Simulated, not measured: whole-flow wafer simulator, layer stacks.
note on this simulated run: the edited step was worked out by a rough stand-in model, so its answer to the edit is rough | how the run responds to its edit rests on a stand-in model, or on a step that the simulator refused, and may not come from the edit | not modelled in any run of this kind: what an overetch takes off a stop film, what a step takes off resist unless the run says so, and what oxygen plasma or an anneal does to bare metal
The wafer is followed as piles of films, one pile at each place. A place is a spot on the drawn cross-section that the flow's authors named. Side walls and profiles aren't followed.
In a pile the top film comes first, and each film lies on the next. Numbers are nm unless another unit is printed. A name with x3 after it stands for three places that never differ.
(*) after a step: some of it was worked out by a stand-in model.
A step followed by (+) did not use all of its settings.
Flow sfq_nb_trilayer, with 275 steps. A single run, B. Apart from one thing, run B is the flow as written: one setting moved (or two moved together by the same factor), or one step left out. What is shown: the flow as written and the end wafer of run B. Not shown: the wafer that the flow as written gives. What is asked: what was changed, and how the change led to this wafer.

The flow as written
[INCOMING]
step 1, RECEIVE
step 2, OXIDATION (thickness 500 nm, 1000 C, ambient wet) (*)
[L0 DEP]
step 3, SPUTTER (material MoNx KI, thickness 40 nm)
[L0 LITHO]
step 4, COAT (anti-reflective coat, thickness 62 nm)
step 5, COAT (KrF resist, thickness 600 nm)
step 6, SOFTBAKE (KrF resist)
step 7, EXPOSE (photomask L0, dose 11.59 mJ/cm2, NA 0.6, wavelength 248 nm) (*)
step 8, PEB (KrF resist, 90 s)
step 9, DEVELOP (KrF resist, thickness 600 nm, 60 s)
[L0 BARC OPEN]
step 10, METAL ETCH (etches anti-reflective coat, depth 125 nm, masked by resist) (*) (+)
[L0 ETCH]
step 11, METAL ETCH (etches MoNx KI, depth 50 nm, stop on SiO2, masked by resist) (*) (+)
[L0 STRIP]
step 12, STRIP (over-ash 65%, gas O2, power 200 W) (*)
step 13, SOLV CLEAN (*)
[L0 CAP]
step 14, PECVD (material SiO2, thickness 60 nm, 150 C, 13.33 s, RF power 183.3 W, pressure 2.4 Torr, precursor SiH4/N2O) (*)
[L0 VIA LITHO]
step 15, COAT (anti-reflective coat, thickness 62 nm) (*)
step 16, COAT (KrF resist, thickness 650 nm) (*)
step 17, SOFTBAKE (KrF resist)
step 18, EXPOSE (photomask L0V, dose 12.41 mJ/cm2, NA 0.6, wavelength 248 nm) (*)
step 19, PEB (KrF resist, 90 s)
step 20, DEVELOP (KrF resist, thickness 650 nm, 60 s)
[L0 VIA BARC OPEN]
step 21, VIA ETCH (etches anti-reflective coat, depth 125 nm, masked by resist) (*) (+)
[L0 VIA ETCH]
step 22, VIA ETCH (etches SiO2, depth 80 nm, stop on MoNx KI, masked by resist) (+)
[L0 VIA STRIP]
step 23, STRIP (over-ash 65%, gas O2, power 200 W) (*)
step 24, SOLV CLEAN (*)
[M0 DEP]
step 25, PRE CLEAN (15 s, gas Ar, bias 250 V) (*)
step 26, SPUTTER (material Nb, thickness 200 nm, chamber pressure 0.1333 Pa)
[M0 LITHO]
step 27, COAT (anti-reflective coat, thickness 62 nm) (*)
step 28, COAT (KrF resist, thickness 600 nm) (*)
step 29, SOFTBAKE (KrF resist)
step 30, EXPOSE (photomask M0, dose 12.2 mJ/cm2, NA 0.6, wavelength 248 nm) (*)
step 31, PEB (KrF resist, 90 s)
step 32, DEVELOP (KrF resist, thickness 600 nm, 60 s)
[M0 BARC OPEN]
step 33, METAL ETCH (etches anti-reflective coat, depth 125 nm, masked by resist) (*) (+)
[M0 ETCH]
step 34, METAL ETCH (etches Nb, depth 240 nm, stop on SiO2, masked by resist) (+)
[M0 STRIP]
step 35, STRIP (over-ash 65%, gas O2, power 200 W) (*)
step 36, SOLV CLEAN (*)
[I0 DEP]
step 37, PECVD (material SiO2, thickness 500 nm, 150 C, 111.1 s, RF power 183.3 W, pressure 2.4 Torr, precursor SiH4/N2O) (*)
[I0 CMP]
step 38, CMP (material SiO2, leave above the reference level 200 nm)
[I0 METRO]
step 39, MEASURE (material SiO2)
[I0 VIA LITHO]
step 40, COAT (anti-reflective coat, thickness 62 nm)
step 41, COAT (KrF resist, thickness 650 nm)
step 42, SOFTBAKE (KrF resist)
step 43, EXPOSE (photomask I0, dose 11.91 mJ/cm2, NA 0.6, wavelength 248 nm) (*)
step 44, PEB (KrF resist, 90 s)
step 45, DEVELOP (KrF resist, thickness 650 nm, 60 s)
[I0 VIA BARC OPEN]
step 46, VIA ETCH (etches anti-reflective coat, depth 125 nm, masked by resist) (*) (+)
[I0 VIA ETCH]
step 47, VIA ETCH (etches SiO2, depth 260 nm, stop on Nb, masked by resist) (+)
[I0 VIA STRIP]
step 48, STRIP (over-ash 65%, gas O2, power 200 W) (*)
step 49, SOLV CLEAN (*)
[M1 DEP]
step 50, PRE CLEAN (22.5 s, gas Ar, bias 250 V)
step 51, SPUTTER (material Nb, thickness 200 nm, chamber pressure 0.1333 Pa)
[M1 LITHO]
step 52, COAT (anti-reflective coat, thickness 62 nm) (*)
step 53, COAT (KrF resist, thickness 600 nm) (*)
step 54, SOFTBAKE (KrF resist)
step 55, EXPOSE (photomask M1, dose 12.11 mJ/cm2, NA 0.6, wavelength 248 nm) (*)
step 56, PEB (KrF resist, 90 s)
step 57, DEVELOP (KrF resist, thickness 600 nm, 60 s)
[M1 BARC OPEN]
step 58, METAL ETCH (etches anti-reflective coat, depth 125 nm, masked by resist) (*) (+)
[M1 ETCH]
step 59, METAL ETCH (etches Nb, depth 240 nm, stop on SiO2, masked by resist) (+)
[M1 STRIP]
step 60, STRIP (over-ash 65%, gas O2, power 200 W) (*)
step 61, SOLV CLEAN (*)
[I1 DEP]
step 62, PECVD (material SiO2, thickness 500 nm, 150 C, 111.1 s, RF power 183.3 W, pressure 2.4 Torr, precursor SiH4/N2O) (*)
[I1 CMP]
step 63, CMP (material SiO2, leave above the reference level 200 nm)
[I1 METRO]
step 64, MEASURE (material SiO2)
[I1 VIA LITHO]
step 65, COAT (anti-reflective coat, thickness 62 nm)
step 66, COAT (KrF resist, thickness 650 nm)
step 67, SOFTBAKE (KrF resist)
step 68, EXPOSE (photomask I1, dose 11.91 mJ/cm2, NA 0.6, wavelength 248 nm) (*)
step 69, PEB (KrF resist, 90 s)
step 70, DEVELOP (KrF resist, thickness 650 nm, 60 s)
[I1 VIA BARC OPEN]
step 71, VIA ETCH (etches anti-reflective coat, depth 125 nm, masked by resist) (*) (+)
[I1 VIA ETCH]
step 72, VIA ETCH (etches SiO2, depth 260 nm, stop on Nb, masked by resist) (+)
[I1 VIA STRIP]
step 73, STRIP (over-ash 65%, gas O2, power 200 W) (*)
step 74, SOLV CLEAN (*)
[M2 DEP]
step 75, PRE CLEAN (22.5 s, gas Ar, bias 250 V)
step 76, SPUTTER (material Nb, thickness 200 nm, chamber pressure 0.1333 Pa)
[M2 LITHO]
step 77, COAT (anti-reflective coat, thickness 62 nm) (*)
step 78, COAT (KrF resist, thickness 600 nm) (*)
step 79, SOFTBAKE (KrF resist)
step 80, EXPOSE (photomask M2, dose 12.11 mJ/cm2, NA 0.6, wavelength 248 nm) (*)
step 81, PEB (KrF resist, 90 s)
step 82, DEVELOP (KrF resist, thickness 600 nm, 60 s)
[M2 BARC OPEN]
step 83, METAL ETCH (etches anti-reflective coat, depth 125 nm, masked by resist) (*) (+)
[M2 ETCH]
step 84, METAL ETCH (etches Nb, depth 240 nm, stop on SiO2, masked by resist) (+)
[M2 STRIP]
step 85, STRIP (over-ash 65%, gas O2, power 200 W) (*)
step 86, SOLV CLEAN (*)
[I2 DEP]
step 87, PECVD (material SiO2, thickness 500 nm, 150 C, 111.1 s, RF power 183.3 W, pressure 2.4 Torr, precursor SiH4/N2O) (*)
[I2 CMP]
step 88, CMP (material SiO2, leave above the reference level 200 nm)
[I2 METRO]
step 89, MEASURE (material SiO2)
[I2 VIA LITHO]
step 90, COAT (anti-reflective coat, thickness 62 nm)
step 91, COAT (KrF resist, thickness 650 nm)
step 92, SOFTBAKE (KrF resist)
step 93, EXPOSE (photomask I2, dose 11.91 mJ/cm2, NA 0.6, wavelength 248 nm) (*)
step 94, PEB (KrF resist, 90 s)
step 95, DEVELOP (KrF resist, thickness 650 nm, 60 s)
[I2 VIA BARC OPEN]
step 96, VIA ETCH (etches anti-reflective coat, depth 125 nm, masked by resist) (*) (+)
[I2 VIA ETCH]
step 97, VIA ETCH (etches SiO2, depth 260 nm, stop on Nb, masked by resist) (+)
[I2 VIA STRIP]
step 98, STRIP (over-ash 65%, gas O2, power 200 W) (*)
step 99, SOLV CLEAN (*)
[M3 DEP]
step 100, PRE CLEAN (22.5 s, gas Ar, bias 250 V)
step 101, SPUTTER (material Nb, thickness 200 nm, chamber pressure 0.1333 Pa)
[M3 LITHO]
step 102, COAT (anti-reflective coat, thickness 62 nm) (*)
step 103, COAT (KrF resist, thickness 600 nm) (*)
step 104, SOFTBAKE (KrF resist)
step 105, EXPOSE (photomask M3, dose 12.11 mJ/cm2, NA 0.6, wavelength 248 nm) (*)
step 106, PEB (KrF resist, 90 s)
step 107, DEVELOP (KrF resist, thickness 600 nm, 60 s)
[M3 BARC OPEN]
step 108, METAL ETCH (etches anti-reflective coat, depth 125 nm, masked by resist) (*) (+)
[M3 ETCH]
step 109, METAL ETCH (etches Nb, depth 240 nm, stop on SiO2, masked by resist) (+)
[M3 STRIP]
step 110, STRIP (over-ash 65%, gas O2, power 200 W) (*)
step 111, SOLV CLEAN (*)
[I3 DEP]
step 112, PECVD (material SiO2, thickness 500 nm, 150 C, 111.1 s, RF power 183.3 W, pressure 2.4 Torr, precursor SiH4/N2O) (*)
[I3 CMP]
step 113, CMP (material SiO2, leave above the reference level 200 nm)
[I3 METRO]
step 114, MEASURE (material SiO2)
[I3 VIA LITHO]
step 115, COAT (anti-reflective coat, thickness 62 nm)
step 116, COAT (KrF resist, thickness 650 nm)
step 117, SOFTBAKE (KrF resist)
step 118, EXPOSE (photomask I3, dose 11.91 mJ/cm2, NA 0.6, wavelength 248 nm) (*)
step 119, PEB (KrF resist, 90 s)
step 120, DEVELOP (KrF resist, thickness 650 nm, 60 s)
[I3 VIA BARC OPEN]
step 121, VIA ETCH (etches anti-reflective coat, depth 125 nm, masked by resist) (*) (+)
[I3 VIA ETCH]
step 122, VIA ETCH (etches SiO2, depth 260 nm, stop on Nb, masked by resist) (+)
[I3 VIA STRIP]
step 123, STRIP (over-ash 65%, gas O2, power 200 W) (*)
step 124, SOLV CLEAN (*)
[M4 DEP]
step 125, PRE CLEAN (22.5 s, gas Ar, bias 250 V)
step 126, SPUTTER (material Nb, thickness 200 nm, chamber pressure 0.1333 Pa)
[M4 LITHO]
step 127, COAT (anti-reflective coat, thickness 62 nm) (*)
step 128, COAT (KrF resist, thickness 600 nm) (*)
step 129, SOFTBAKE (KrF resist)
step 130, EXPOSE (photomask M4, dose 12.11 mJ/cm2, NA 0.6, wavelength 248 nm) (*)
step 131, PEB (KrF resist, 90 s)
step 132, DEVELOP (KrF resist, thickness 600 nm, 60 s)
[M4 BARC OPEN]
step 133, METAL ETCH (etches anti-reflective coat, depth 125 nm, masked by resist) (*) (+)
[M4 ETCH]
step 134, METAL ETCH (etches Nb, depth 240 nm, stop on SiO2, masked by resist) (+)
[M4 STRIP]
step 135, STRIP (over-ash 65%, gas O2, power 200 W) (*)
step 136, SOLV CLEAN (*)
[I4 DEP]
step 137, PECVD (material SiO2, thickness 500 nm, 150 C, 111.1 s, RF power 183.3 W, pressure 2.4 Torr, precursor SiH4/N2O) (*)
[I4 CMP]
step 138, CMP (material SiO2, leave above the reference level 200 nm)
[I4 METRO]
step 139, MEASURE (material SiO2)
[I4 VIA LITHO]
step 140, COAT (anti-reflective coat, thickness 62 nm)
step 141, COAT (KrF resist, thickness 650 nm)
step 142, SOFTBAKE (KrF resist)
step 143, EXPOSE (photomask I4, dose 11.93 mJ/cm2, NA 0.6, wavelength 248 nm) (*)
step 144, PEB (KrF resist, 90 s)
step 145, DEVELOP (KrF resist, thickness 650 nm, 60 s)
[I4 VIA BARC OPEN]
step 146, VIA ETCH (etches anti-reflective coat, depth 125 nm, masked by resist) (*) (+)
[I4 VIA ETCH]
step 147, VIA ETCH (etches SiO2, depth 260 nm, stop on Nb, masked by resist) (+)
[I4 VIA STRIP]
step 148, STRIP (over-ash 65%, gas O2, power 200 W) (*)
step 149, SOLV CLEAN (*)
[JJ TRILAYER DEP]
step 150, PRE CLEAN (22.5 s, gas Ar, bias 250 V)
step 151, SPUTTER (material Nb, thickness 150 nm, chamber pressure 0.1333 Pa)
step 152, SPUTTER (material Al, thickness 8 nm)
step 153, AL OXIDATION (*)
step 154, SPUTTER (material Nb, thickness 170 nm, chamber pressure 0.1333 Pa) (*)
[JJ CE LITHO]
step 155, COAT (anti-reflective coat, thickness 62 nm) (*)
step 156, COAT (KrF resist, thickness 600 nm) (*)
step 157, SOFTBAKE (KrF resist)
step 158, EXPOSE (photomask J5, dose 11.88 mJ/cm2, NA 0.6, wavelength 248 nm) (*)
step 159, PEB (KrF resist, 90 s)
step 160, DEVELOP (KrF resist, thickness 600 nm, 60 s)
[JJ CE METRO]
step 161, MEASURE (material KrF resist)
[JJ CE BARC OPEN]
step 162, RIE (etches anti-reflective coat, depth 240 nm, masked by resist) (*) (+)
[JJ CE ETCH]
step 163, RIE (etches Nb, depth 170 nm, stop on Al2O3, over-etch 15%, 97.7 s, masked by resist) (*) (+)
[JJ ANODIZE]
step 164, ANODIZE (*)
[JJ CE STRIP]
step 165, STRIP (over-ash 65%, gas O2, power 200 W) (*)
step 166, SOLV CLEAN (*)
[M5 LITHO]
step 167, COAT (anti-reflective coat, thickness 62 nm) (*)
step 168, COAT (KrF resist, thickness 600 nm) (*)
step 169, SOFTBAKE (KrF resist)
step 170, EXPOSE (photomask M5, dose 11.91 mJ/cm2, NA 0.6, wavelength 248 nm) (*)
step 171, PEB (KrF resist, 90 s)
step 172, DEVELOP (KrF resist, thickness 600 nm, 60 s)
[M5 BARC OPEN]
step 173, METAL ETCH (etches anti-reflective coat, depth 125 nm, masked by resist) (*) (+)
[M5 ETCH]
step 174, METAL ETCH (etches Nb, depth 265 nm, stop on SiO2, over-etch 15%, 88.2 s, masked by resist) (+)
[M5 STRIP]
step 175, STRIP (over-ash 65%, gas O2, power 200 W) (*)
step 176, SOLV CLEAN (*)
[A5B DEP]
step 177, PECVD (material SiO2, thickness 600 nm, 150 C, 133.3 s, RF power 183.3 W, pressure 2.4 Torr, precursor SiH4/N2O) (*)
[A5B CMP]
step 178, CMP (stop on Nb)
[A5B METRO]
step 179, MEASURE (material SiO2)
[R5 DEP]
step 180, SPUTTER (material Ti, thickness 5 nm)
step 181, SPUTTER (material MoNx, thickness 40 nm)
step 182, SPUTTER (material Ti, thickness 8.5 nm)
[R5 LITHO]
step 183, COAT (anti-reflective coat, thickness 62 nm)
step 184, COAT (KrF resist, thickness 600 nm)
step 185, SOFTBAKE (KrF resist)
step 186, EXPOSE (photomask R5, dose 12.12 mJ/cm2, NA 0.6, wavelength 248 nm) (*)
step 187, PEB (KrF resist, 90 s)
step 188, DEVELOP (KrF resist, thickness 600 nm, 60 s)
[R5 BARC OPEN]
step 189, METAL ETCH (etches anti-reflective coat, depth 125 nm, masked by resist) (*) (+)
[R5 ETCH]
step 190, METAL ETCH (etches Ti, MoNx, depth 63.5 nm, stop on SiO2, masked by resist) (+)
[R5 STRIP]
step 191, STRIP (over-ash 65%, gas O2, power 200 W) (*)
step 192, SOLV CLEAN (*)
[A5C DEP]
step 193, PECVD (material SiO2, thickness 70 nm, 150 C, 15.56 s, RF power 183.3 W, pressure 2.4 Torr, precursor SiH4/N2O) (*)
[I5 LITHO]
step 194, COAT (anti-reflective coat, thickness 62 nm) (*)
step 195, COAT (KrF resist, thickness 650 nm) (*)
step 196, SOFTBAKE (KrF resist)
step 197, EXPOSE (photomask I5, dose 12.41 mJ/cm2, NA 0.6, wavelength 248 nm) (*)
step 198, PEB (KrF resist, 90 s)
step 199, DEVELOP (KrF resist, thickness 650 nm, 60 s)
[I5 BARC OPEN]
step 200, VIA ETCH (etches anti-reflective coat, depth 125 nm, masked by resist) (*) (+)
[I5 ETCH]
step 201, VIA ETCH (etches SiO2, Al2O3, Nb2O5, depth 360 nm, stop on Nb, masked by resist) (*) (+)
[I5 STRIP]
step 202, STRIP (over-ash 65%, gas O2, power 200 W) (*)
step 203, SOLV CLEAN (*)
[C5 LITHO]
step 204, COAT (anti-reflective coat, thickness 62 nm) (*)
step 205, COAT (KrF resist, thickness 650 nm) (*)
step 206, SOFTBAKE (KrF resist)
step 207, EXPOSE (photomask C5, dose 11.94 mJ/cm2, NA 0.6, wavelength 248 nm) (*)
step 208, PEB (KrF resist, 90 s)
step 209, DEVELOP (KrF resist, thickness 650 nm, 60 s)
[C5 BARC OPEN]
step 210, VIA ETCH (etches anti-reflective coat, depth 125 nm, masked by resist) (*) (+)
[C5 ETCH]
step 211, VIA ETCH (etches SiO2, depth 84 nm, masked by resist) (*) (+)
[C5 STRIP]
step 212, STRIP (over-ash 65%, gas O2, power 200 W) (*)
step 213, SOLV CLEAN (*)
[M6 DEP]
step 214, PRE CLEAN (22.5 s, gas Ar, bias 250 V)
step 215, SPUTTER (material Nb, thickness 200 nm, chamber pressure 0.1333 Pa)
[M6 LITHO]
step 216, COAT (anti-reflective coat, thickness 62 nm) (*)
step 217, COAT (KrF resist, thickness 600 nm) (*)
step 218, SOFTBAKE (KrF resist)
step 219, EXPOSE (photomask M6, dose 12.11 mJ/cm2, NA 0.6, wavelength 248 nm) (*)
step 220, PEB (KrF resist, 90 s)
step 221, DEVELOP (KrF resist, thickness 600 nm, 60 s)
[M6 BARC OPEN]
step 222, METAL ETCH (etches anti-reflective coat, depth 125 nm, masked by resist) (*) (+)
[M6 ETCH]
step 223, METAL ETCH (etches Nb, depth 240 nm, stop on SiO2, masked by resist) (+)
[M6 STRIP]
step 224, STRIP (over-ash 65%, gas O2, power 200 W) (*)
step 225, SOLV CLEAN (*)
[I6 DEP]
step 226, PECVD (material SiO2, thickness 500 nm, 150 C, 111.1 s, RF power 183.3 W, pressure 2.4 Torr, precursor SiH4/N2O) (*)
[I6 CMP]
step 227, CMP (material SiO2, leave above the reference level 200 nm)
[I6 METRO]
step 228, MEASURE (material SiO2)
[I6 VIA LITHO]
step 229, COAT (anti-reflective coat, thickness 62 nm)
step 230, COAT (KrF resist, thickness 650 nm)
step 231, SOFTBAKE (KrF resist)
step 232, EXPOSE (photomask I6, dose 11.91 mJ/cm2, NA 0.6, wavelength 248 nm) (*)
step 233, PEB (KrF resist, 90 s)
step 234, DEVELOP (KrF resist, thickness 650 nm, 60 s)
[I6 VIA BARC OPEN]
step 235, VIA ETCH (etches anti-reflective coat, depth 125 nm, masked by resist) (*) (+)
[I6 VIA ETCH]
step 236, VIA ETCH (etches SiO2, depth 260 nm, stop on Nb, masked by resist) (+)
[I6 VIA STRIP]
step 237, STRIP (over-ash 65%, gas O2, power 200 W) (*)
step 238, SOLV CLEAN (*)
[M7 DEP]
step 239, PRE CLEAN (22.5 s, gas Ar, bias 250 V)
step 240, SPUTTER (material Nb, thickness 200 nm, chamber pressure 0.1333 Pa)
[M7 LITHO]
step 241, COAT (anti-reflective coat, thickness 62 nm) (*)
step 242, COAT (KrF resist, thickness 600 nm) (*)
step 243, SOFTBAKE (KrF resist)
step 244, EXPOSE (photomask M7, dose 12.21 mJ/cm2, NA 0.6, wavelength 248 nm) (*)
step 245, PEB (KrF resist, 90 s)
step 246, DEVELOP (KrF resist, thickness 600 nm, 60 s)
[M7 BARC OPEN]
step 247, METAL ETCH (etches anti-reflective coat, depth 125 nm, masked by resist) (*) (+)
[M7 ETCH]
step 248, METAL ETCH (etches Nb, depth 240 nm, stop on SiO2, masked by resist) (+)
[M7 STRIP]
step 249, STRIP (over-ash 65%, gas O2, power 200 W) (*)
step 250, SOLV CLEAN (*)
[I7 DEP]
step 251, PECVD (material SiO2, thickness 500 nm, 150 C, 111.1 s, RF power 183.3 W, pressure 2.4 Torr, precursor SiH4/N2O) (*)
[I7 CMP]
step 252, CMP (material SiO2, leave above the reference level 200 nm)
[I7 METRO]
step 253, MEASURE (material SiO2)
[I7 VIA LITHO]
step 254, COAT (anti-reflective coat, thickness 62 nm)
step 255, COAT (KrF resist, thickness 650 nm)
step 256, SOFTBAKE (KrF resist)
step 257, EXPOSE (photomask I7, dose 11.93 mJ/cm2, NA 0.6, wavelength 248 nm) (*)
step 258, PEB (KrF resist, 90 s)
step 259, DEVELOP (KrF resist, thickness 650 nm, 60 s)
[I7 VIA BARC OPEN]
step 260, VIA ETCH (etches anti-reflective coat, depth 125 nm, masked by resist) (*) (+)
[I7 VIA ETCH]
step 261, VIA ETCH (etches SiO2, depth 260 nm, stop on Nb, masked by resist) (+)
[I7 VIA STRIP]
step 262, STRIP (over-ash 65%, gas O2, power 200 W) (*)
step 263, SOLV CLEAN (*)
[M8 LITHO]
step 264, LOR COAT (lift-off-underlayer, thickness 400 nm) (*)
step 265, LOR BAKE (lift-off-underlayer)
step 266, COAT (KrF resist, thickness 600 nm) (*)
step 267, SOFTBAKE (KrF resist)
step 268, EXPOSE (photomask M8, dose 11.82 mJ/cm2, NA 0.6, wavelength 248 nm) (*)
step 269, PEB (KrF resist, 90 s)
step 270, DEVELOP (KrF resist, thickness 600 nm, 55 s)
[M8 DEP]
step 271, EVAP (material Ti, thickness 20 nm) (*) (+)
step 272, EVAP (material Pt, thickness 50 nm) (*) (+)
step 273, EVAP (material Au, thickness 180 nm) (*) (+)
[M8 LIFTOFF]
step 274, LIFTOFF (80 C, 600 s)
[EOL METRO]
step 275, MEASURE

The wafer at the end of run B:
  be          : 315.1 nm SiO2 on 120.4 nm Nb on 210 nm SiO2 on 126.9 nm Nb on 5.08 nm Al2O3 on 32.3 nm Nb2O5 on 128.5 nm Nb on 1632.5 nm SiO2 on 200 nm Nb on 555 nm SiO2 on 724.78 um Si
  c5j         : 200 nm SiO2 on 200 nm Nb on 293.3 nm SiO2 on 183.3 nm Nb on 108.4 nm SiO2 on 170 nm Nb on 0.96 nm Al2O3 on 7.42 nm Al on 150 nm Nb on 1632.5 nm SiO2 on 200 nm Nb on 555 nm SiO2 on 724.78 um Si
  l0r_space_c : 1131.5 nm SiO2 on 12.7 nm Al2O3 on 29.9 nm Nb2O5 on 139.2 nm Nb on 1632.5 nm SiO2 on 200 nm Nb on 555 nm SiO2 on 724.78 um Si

Cause: step 137, PECVD: thickness 270 nm was run, though the flow has thickness 500 nm; step 137, PECVD: 60 s was run, where the flow has 111.1 s.

The path from the change to this, step by step:
  step 137, PECVD (material SiO2, thickness 500 nm, 150 C, 111.1 s, RF power 183.3 W, pressure 2.4 Torr, precursor SiH4/N2O) (*)
      field_l, be, be_sur and 55 more: SiO2 gains 270 (in the flow as written it would be: SiO2 gains 500)
      v_sur, via_wl, via_w and 35 more: SiO2 gains 270 (new film) (in the flow as written it would be: SiO2 gains 500 (new film))
      (as well as at 10 more places)
  step 138, CMP (material SiO2, leave above the reference level 200 nm)
      field_l, be, be_sur and 55 more: nothing (in the flow as written it would be: SiO2 loses 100)
      p3_s0, p3_s1, p3_s2, p3_s3, p3_s4, p3_s5: nothing (in the flow as written it would be: SiO2 loses 157.1)
      (as well as at 42 more places)
  step 140, COAT (anti-reflective coat, thickness 62 nm)
      jj_sur, ce_l, ce_r, sp_r, be_r, r_sur, r_end, moat: anti-reflective coat gains 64 (new film) (in the flow as written it would be: anti-reflective coat gains 62 (new film))
      gap, c5j, res, l0r_line_r: anti-reflective coat gains 64.1 (new film) (in the flow as written it would be: anti-reflective coat gains 62 (new film))
      (as well as at 76 more places)
  step 141, COAT (KrF resist, thickness 650 nm)
      m0r_line_l, m6r_line_l, m7r_line_l: KrF resist gains 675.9 (new film) (in the flow as written it would be: KrF resist gains 650 (new film))
      m0r_space_l, m6r_space_l, m7r_space_l: KrF resist gains 665.9 (new film) (in the flow as written it would be: KrF resist gains 650 (new film))
      (as well as at 76 more places)
  step 145, DEVELOP (KrF resist, thickness 650 nm, 60 s)
      via_wl: KrF resist loses 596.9 (all of it) (in the flow as written it would be: KrF resist loses 648.6 (all of it))
      via_w: KrF resist loses 603.1 (all of it) (in the flow as written it would be: KrF resist loses 648.6 (all of it))
      (as well as at 1 more place)
  step 146, VIA ETCH (etches anti-reflective coat, depth 125 nm, masked by resist) (*) (+)
      field_l, v_sur, via_sp and 100 more: KrF resist loses 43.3 (in the flow as written it would be: KrF resist loses 51.7)
      via_wl: anti-reflective coat loses 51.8 (all of it), SiO2 loses 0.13 (in the flow as written it would be: anti-reflective coat loses 62 (all of it), SiO2 loses 0.16)
      (as well as at 2 more places)
  step 148, STRIP (over-ash 65%, gas O2, power 200 W) (*)
      m0r_line_l, m6r_line_l, m7r_line_l: KrF resist loses 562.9 (all of it), anti-reflective coat loses 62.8 (all of it) (in the flow as written it would be: KrF resist loses 528.6 (all of it), anti-reflective coat loses 62 (all of it))
      m0r_space_l, m6r_space_l, m7r_space_l: KrF resist loses 552.9 (all of it), anti-reflective coat loses 78.8 (all of it) (in the flow as written it would be: KrF resist loses 528.6 (all of it), anti-reflective coat loses 62 (all of it))
      (as well as at 89 more places)
  step 151, SPUTTER (material Nb, thickness 150 nm, chamber pressure 0.1333 Pa)
      lsp_r, l0_sur, l0v: Nb gains 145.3 (new film) (in the flow as written it would be: Nb gains 150 (new film))
      be, lsp_l: Nb gains 140.1 (new film) (in the flow as written it would be: Nb gains 150 (new film))
      (as well as at 1 more place)
  step 152, SPUTTER (material Al, thickness 8 nm)
      be, lsp_l: Al gains 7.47 (new film) (in the flow as written it would be: Al gains 8 (new film))
      via_v: Al gains 6.26 (new film) (in the flow as written it would be: Al gains 8 (new film))
  step 154, SPUTTER (material Nb, thickness 170 nm, chamber pressure 0.1333 Pa) (*)
      lsp_r, l0_sur, l0v: Nb gains 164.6 (new film) (in the flow as written it would be: Nb gains 170 (new film))
      be, lsp_l: Nb gains 157.9 (new film) (in the flow as written it would be: Nb gains 170 (new film))
      (as well as at 1 more place)
  step 155, COAT (anti-reflective coat, thickness 62 nm) (*)
      m0r_space_l, m0r_space_r, m6r_space_l, m6r_space_r, m7r_space_l, m7r_space_r: anti-reflective coat gains 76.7 (new film) (in the flow as written it would be: anti-reflective coat gains 62 (new film))
      p3_l1, p3_l3, p3_l4: anti-reflective coat gains 45.8 (new film) (in the flow as written it would be: anti-reflective coat gains 62 (new film))
      (as well as at 81 more places)
  step 156, COAT (KrF resist, thickness 600 nm) (*)
      m0r_line_l, m0r_line_r, m6r_line_l, m6r_line_r, m7r_line_l, m7r_line_r: KrF resist gains 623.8 (new film) (in the flow as written it would be: KrF resist gains 600 (new film))
      m0r_space_l, m0r_space_r, m6r_space_l, m6r_space_r, m7r_space_l, m7r_space_r: KrF resist gains 616.5 (new film) (in the flow as written it would be: KrF resist gains 600 (new film))
      (as well as at 70 more places)
  step 160, DEVELOP (KrF resist, thickness 600 nm, 60 s)
      m0r_line_l, m0r_line_r, m6r_line_l, m6r_line_r, m7r_line_l, m7r_line_r: KrF resist loses 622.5 (all of it) (in the flow as written it would be: KrF resist loses 598.7 (all of it))
      m0r_space_l, m0r_space_r, m6r_space_l, m6r_space_r, m7r_space_l, m7r_space_r: KrF resist loses 615.2 (all of it) (in the flow as written it would be: KrF resist loses 598.7 (all of it))
      (as well as at 69 more places)
  step 162, RIE (etches anti-reflective coat, depth 240 nm, masked by resist) (*) (+)
      m0r_space_l, m0r_space_r, m6r_space_l, m6r_space_r, m7r_space_l, m7r_space_r: anti-reflective coat loses 76.7 (all of it) (in the flow as written it would be: anti-reflective coat loses 62 (all of it))
      ce_l, c5j, ce_r, wl_jj: KrF resist loses 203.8 (in the flow as written it would be: KrF resist loses 209.4)
      (as well as at 80 more places)
  step 163, RIE (etches Nb, depth 170 nm, stop on Al2O3, over-etch 15%, 97.7 s, masked by resist) (*) (+)
      be, lsp_l: Nb loses 157.9 (all of it), Al2O3 loses 0.96 (all of it) (in the flow as written it would be: Nb loses 170 (all of it), Al2O3 loses 0.51)
      via_v: Nb loses 129.9 (all of it), Al2O3 loses 0.96 (all of it) (in the flow as written it would be: Nb loses 170 (all of it), Al2O3 loses 0.51)
      (as well as at 3 more places)
  step 164, ANODIZE (*)
      be, lsp_l: Al2O3 gains 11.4 (new film), Nb2O5 gains 32.3 (new film), Al loses 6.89 (all of it), Nb loses 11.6 (in the flow as written it would be: Al2O3 gains 12.2, Nb2O5 gains 29.9 (new film), Al loses 7.42 (all of it), Nb loses 10.8)
      via_v: Al2O3 gains 9.37 (new film), Nb2O5 gains 35.9 (new film), Al loses 5.68 (all of it), Nb loses 12.9 (in the flow as written it would be: Al2O3 gains 12.2, Nb2O5 gains 29.9 (new film), Al loses 7.42 (all of it), Nb loses 10.8)
      (as well as at 3 more places)
  ... another 46 steps ...
  step 274, LIFTOFF (80 C, 600 s)
      be: Au loses 180 (all of it), Pt loses 50 (all of it), Ti loses 20 (all of it), KrF resist loses 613 (all of it), lift-off-underlayer loses 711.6 (all of it) (in the flow as written it would be: Au loses 180 (all of it), Pt loses 50 (all of it), Ti loses 20 (all of it), KrF resist loses 572.1 (all of it), lift-off-underlayer loses 398.5 (all of it))
      be_sur: Au loses 180 (all of it), Pt loses 50 (all of it), Ti loses 20 (all of it), KrF resist loses 587 (all of it), lift-off-underlayer loses 366.9 (all of it) (in the flow as written it would be: Au loses 180 (all of it), Pt loses 50 (all of it), Ti loses 20 (all of it), KrF resist loses 572.6 (all of it), lift-off-underlayer loses 398.9 (all of it))
      (as well as at 1 more place)
Taking metal films that touch as one body, be has 4 bodies (between them, from the top down: SiO2 210; Al2O3 5.08 / Nb2O5 32.3; SiO2 1632.5); the flow as written gives 3 bodies (between them, from the top down: SiO2 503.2; SiO2 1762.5).
Taking metal films that touch as one body, c5j has 5 bodies (between them, from the top down: SiO2 293.3; SiO2 108.4; Al2O3 0.96; SiO2 1632.5); the flow as written gives 4 bodies (between them, from the top down: SiO2 284.2; Al2O3 0.96; SiO2 1762.5).
